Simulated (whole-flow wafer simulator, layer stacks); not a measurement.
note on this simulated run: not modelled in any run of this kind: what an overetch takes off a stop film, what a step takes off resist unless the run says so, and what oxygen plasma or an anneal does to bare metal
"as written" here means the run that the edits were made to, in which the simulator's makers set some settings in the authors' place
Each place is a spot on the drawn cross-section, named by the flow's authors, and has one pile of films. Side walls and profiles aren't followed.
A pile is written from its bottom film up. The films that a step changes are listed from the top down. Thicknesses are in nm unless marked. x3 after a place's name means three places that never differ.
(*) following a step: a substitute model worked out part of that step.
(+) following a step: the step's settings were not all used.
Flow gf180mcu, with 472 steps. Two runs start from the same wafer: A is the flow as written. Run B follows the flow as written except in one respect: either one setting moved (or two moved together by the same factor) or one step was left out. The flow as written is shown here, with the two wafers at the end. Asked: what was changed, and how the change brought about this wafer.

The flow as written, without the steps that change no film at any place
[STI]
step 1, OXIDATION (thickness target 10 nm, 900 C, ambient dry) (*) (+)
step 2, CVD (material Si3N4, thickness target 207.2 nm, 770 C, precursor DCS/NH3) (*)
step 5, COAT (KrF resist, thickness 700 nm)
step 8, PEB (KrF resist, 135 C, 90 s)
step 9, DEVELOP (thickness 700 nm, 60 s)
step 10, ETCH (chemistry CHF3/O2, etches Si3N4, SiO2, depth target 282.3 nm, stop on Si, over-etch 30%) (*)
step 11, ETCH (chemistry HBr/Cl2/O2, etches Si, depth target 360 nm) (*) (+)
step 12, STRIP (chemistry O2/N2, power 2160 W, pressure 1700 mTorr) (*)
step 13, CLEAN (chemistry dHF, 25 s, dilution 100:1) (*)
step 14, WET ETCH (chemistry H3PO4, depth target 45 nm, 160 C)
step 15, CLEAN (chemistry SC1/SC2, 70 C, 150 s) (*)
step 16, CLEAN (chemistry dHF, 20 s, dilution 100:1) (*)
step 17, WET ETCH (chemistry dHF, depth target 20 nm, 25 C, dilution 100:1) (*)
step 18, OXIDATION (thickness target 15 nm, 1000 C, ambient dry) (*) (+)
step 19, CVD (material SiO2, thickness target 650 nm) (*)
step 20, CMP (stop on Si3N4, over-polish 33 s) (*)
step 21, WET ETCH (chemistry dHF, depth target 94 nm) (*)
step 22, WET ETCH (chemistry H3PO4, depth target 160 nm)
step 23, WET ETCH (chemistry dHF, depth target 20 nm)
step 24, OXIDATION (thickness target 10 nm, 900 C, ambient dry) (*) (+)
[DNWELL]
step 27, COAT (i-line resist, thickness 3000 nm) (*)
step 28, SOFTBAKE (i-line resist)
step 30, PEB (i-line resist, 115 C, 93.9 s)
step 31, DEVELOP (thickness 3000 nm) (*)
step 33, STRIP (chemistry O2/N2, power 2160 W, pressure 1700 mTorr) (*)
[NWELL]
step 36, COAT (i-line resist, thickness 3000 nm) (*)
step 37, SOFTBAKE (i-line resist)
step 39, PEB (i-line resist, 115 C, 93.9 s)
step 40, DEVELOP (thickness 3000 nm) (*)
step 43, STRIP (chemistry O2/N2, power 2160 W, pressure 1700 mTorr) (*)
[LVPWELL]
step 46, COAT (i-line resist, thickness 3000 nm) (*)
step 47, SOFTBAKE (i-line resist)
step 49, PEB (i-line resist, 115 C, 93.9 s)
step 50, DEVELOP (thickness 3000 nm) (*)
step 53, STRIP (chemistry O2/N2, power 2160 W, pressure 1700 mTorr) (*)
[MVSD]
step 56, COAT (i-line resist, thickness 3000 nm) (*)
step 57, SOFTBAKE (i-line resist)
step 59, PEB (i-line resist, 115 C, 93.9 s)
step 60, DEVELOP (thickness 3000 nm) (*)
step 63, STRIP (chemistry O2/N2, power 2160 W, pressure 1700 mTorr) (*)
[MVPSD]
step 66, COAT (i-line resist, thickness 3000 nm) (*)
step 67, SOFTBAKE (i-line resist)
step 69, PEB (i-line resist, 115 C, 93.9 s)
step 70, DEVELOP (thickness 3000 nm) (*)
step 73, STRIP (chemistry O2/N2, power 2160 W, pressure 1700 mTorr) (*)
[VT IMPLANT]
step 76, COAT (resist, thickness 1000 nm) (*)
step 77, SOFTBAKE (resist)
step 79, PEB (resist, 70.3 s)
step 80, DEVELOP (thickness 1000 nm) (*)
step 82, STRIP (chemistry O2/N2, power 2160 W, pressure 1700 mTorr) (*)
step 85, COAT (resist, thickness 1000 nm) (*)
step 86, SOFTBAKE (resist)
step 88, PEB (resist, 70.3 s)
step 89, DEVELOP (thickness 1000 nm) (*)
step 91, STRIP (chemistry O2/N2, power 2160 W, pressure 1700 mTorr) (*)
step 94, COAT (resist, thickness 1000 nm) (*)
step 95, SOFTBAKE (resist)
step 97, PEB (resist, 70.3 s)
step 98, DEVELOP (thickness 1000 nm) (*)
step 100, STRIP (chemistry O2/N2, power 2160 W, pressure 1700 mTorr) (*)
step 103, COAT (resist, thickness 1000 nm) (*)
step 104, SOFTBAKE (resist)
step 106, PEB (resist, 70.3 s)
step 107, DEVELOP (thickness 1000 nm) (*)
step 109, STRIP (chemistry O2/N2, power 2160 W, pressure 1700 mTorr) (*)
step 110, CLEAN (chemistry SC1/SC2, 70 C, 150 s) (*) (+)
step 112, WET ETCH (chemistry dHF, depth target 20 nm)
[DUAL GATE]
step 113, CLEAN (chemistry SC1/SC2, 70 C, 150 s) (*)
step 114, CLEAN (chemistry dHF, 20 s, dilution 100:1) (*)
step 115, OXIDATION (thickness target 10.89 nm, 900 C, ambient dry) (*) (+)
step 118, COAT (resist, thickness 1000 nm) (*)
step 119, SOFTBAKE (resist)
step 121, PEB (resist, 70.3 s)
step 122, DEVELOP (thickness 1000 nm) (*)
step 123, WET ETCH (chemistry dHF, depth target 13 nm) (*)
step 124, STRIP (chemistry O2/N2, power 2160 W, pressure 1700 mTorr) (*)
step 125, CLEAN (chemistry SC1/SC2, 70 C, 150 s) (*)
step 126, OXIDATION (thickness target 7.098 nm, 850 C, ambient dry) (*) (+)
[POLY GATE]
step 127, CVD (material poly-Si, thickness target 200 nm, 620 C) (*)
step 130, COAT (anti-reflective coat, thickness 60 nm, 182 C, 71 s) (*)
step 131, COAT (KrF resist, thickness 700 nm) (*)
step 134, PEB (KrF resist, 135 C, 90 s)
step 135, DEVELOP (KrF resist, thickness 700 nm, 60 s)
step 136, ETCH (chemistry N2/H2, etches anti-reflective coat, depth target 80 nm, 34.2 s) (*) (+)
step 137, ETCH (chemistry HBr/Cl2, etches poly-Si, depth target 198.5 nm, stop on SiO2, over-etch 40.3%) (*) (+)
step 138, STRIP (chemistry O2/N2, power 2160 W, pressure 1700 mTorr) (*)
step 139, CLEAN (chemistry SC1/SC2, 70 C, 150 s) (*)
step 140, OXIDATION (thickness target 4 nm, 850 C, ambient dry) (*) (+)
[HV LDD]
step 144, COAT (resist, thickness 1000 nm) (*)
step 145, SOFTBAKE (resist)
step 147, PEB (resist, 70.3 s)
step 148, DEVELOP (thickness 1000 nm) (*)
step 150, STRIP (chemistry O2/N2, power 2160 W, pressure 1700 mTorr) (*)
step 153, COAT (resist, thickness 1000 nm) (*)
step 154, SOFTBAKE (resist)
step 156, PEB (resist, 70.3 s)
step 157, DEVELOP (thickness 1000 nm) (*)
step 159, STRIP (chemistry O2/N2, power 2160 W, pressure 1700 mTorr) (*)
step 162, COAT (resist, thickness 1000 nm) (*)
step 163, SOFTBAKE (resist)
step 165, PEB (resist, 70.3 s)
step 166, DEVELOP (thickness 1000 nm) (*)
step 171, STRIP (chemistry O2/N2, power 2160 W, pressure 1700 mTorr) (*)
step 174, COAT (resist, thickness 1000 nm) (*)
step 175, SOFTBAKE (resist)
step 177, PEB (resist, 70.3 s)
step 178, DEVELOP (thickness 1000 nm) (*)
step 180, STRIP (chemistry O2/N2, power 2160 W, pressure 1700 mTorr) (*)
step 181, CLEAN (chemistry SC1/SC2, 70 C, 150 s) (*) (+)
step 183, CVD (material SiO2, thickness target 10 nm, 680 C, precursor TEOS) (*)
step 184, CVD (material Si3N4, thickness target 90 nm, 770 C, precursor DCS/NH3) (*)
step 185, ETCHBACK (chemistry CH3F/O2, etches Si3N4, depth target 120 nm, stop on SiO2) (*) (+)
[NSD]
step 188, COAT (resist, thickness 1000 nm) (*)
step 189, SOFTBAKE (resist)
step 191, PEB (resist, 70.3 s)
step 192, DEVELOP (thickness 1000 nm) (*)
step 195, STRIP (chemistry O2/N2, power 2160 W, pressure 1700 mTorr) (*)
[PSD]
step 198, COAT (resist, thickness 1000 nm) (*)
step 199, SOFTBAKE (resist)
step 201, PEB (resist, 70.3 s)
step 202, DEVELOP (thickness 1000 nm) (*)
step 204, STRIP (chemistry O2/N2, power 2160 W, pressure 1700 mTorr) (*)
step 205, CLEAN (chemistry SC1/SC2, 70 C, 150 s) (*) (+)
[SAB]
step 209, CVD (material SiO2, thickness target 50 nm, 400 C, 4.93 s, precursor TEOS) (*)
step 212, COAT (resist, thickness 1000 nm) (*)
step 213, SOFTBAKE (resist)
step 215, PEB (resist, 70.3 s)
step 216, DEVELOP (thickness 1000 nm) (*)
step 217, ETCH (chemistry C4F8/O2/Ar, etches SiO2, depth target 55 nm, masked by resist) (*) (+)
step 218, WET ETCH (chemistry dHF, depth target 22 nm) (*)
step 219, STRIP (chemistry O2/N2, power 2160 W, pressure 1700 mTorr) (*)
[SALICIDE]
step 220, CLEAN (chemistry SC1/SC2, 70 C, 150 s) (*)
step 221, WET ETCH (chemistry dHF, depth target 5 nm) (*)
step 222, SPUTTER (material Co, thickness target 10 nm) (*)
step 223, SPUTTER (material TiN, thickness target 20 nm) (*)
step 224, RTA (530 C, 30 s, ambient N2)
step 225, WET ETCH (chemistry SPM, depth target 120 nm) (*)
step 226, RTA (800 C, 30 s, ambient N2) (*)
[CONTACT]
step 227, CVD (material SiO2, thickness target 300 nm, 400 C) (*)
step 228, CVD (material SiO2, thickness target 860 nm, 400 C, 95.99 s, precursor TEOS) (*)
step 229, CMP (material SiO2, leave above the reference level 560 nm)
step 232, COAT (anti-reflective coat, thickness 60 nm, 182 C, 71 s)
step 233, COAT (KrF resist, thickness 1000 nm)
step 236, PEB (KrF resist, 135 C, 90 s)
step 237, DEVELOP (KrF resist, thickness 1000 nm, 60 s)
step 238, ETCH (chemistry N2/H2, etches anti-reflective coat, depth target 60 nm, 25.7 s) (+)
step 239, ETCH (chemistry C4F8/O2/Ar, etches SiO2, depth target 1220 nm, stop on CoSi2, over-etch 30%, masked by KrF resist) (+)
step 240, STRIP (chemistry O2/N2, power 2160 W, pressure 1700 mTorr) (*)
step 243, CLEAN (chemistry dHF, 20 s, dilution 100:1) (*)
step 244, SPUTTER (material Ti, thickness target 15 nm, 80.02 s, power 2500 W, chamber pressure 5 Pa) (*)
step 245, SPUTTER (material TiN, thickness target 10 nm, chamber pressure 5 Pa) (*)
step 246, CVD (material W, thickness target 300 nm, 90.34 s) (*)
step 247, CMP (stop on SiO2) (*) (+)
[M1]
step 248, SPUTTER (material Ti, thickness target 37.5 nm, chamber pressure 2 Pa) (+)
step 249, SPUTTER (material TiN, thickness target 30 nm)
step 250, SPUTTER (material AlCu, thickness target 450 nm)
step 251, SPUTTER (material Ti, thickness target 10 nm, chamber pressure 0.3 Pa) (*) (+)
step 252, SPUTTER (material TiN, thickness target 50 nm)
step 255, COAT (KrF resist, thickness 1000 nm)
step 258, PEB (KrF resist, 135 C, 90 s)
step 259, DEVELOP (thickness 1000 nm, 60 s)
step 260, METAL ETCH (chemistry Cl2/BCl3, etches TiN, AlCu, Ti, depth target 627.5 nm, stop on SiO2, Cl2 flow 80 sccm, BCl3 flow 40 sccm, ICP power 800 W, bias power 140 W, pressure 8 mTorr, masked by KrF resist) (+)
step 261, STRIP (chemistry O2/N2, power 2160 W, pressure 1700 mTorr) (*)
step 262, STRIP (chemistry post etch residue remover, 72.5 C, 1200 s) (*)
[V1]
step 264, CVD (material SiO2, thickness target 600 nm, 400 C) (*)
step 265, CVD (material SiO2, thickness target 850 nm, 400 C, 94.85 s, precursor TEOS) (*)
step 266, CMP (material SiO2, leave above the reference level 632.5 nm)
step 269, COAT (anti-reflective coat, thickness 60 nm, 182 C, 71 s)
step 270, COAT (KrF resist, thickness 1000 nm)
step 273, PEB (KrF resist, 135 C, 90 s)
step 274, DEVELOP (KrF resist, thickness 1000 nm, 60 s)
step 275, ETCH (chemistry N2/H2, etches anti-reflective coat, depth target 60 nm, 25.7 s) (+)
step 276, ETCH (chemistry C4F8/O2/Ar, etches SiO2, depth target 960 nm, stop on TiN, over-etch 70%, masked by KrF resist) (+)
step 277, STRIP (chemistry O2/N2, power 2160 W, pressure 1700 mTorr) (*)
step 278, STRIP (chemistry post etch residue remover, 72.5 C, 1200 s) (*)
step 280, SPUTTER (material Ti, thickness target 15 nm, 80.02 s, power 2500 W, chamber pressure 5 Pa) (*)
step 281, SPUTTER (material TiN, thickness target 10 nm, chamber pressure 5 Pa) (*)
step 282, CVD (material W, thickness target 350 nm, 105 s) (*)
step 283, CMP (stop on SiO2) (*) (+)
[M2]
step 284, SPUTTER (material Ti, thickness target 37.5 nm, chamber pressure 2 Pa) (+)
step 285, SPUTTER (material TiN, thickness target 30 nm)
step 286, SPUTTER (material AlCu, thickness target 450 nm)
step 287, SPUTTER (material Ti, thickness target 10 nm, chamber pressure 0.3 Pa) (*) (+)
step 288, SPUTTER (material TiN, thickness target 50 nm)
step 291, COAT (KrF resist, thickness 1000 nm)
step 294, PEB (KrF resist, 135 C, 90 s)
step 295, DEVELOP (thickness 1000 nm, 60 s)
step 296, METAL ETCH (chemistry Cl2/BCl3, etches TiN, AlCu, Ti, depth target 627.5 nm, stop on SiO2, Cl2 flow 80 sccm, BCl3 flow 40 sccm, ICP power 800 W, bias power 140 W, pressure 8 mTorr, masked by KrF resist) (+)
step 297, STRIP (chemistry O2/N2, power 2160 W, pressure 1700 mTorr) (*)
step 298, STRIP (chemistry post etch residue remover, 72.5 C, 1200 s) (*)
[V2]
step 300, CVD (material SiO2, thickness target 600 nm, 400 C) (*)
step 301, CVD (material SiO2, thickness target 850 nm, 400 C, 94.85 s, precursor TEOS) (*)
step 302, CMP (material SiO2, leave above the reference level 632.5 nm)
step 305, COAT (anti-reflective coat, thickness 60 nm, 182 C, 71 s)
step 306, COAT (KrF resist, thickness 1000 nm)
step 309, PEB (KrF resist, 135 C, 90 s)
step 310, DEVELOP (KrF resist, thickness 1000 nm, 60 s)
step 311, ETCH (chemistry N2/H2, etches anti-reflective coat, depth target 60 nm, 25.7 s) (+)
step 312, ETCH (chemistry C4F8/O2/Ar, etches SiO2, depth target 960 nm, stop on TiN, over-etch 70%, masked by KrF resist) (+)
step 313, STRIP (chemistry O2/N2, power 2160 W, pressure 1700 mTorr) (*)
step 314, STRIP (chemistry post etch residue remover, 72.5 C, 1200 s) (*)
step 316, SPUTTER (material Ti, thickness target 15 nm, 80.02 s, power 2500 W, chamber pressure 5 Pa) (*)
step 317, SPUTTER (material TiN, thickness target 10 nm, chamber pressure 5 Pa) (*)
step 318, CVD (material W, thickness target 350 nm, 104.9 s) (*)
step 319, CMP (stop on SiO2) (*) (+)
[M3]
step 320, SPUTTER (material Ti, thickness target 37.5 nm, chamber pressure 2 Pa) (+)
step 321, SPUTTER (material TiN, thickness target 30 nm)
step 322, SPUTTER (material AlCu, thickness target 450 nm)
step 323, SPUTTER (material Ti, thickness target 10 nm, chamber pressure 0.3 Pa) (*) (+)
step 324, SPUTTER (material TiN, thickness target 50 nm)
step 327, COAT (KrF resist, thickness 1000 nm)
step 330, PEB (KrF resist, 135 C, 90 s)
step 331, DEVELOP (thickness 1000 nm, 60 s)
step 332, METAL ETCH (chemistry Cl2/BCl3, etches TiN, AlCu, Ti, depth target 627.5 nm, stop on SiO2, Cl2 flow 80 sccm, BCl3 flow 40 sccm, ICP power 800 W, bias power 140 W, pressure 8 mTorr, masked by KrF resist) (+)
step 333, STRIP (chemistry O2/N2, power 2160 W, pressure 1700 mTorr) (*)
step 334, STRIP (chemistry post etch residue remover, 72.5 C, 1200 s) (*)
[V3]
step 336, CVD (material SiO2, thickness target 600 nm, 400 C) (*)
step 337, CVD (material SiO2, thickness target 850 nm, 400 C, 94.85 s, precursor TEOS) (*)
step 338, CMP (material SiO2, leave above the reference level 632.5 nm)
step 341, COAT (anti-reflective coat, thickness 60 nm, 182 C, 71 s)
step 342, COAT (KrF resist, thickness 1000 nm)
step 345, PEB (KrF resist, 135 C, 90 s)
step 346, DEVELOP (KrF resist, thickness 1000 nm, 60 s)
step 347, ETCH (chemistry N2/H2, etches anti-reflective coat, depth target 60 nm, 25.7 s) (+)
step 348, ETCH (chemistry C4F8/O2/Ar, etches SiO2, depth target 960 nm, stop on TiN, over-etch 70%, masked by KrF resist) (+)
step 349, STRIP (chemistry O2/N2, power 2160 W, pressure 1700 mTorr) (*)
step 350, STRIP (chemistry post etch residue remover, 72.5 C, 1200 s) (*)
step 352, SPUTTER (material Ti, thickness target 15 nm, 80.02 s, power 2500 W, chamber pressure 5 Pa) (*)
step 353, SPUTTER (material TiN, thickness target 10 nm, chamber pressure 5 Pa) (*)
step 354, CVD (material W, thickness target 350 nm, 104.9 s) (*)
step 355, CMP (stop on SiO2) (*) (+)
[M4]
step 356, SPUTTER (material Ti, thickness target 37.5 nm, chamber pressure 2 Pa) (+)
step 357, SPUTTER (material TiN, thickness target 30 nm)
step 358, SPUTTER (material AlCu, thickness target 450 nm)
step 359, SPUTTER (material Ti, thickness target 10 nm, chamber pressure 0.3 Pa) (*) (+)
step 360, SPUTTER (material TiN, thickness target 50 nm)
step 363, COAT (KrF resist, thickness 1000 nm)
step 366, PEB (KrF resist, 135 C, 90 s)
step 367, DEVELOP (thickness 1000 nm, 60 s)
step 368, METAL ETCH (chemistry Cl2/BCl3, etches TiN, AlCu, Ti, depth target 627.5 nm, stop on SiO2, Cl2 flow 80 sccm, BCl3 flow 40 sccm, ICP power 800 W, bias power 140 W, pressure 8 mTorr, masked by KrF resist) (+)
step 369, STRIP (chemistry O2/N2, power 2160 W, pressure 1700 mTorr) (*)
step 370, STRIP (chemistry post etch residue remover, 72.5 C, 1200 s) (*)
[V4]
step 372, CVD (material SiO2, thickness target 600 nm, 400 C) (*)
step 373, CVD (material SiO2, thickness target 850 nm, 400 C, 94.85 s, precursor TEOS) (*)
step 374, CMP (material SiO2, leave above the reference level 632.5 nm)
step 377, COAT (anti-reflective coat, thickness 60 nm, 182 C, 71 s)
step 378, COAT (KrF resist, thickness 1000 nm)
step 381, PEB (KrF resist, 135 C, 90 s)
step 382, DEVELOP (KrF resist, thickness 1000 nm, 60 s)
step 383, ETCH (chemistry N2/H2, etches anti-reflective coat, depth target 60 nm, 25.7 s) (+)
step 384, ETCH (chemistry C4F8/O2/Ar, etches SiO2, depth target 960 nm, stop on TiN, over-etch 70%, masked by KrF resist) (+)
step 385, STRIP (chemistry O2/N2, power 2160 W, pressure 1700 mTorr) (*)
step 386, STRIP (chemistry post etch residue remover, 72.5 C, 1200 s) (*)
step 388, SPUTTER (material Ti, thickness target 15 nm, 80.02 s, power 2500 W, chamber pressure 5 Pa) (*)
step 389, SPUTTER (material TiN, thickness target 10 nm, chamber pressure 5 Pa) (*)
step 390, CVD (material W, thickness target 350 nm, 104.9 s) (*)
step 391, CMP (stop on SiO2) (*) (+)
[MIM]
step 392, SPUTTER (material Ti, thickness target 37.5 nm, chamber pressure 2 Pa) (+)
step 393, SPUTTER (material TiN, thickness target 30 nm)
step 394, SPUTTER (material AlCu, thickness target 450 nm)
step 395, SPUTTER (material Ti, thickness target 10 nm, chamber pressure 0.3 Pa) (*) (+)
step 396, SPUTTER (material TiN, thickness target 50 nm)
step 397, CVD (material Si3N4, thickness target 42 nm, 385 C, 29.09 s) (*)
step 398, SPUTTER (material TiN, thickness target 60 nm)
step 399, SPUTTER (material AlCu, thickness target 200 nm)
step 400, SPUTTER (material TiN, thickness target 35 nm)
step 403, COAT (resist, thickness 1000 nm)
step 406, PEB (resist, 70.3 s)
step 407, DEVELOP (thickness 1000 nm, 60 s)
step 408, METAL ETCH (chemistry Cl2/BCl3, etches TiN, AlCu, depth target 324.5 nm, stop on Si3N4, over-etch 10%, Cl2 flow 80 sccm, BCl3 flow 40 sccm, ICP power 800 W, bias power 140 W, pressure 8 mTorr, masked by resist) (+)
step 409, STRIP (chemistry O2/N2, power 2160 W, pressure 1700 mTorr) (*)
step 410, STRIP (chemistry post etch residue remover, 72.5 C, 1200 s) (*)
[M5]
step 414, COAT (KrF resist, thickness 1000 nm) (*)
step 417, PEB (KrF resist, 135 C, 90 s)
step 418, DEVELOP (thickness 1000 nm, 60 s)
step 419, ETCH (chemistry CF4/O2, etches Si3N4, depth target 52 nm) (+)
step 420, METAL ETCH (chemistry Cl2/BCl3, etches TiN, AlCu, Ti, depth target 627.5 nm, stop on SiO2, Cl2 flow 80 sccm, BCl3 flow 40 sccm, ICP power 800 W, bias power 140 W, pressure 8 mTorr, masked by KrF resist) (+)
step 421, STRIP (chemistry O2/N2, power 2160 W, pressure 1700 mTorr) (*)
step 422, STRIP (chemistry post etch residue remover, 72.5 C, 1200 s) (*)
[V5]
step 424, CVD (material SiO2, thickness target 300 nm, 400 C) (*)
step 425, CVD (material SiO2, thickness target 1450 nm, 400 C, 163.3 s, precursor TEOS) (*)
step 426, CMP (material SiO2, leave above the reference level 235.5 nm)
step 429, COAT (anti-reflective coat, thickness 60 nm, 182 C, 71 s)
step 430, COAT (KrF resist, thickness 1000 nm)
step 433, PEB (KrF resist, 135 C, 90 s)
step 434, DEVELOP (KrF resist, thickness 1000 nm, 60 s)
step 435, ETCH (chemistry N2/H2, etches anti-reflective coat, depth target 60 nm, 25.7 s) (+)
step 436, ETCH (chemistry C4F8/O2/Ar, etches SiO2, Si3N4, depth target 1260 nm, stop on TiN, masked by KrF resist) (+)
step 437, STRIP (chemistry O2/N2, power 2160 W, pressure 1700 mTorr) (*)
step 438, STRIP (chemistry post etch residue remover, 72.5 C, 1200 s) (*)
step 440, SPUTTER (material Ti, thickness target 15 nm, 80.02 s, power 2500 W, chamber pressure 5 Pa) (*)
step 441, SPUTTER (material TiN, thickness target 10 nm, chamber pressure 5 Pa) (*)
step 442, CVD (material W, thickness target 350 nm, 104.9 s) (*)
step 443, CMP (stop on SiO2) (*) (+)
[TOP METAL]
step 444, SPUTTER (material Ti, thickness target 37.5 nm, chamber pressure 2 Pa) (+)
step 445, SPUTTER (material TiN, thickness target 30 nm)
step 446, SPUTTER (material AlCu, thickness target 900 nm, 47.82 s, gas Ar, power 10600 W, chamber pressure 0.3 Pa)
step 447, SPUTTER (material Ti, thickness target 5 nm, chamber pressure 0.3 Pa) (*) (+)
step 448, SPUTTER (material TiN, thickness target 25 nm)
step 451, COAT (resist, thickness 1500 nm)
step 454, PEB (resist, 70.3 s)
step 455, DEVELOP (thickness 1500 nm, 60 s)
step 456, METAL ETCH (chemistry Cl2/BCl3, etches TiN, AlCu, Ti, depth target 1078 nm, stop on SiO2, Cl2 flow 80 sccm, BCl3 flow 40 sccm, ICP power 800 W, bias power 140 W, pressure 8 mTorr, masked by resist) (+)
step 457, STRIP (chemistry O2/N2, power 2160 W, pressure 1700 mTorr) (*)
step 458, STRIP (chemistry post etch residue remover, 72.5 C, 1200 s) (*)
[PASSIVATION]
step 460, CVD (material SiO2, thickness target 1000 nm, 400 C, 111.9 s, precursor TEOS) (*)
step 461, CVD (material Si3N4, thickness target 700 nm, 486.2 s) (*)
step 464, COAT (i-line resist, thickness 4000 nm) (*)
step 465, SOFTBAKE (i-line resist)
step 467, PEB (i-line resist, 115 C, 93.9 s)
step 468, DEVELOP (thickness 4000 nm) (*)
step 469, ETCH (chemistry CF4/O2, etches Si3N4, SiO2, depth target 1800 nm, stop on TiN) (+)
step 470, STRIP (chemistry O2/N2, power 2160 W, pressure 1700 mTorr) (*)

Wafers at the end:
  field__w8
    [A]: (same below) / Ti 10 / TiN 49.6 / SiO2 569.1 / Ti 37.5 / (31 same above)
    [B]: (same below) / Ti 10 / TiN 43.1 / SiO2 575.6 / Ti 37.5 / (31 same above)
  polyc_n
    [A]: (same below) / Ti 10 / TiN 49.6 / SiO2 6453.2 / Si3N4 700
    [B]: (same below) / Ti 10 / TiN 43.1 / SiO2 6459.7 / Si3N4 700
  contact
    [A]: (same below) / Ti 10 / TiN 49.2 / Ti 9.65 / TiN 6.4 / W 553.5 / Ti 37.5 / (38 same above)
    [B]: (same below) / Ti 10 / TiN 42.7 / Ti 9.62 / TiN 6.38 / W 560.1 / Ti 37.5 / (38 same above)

Cause: step 252, SPUTTER: thickness target 43.5 nm was run, whereas the flow has thickness target 50 nm.

Step by step, how the change led to this:
  step 252, SPUTTER (material TiN, thickness target 50 nm)
      field, field__w1, field__w2 and 108 more: A TiN gains 50 (new film) | B TiN gains 43.5 (new film)
  step 260, METAL ETCH (chemistry Cl2/BCl3, etches TiN, AlCu, Ti, depth target 627.5 nm, stop on SiO2, Cl2 flow 80 sccm, BCl3 flow 40 sccm, ICP power 800 W, bias power 140 W, pressure 8 mTorr, masked by KrF resist) (+)
      field, field__w1, field__w2 and 99 more: A TiN loses 50 (all of it), Ti loses 10 (all of it), AlCu loses 450 (all of it), TiN loses 30 (all of it), Ti loses 37.5 (all of it) | B TiN loses 43.5 (all of it), Ti loses 10 (all of it), AlCu loses 450 (all of it), TiN loses 30 (all of it), Ti loses 37.5 (all of it)
